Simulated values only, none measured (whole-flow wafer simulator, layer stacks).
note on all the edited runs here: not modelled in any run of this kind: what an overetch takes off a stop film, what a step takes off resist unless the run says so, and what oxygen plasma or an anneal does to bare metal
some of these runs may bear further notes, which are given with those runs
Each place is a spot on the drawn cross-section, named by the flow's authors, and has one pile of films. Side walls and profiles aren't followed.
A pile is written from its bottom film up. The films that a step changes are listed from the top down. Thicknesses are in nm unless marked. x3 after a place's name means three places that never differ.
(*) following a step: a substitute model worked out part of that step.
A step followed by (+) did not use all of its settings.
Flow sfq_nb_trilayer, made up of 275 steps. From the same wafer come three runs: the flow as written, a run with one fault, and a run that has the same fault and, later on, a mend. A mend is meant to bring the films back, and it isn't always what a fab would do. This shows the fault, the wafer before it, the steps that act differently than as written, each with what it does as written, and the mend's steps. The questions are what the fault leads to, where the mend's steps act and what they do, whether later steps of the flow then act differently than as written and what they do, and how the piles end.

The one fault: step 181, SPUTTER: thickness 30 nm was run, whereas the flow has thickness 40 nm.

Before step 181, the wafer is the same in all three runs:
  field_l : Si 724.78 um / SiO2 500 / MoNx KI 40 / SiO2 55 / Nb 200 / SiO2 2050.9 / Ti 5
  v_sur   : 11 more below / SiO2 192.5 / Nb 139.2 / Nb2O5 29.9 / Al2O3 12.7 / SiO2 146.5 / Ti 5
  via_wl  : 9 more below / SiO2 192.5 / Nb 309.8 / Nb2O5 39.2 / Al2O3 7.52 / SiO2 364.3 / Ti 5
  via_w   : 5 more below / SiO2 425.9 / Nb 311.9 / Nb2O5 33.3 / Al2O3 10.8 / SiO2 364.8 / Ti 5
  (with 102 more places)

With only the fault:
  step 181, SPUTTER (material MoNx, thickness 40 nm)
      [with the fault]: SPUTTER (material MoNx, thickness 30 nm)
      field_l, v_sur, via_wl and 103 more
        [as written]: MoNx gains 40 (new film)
        [with the fault]: MoNx gains 30 (new film)
  Steps further on in the flow that do not act as written (not shown: 11 more steps that differ only slightly, by at most 2% or 0.5 nm, whichever is larger):
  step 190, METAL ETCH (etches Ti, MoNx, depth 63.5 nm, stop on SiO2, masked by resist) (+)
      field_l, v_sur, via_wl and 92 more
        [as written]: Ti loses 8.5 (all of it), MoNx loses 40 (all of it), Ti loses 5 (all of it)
        [with the fault]: Ti loses 8.5 (all of it), MoNx loses 30 (all of it), Ti loses 5 (all of it)
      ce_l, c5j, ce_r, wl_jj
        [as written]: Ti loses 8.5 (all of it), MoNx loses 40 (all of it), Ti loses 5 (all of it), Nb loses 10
        [with the fault]: Ti loses 8.5 (all of it), MoNx loses 30 (all of it), Ti loses 5 (all of it), Nb loses 20
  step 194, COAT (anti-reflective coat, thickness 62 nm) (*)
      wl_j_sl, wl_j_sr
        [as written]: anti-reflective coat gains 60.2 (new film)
        [with the fault]: anti-reflective coat gains 58.4 (new film)
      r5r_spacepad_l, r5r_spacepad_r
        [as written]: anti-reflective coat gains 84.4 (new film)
        [with the fault]: anti-reflective coat gains 80.1 (new film)
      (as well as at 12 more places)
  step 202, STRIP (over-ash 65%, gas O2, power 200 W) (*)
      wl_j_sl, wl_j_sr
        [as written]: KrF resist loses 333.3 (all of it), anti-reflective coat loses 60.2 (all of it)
        [with the fault]: KrF resist loses 333.5 (all of it), anti-reflective coat loses 58.4 (all of it)
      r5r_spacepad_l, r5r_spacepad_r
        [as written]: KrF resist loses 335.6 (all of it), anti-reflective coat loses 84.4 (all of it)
        [with the fault]: KrF resist loses 335.3 (all of it), anti-reflective coat loses 80.1 (all of it)
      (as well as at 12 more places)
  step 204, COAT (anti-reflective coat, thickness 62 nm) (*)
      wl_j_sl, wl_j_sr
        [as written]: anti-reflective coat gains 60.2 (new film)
        [with the fault]: anti-reflective coat gains 58.4 (new film)
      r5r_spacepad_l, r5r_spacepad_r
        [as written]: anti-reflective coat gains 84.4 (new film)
        [with the fault]: anti-reflective coat gains 80.1 (new film)
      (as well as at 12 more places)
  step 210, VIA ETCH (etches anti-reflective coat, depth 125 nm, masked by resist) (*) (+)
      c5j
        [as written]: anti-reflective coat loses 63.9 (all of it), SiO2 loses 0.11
        [with the fault]: anti-reflective coat loses 66.7 (all of it), SiO2 loses 0.1
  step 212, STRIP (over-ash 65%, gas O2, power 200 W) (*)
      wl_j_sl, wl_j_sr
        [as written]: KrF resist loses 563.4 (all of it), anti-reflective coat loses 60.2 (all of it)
        [with the fault]: KrF resist loses 562.9 (all of it), anti-reflective coat loses 58.4 (all of it)
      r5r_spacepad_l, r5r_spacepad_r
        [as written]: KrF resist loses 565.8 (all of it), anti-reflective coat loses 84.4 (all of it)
        [with the fault]: KrF resist loses 564.6 (all of it), anti-reflective coat loses 80.1 (all of it)
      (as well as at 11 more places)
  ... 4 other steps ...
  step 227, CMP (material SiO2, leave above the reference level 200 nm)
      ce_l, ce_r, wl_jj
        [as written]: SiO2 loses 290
        [with the fault]: SiO2 loses 280
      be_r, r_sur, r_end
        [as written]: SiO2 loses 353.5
        [with the fault]: SiO2 loses 343.5
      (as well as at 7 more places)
  By the end, the piles at ce_l, c5j, ce_r and 8 more depart from the flow's by more than 2% or 0.5 nm, whichever is larger.
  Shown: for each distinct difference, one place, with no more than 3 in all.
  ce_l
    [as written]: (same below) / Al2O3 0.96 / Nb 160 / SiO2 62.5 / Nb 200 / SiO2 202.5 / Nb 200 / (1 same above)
    [with the fault]: (same below) / Al2O3 0.96 / Nb 150 / SiO2 62.5 / Nb 200 / SiO2 212.5 / Nb 200 / (1 same above)
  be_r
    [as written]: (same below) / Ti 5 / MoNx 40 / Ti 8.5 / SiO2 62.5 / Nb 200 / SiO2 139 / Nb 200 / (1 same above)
    [with the fault]: (same below) / Ti 5 / MoNx 30 / Ti 8.5 / SiO2 62.5 / Nb 200 / SiO2 149 / Nb 200 / (1 same above)
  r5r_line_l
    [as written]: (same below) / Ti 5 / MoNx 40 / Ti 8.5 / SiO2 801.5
    [with the fault]: (same below) / Ti 5 / MoNx 30 / Ti 8.5 / SiO2 811.5

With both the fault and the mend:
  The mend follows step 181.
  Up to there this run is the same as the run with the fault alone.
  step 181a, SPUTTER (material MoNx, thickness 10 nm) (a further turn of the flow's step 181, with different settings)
      field_l, v_sur, via_wl and 103 more
        MoNx gains 10
  Later steps of the flow that are run all act as written at every place that is followed.
  The piles end the same as the flow's at every place that both follow.
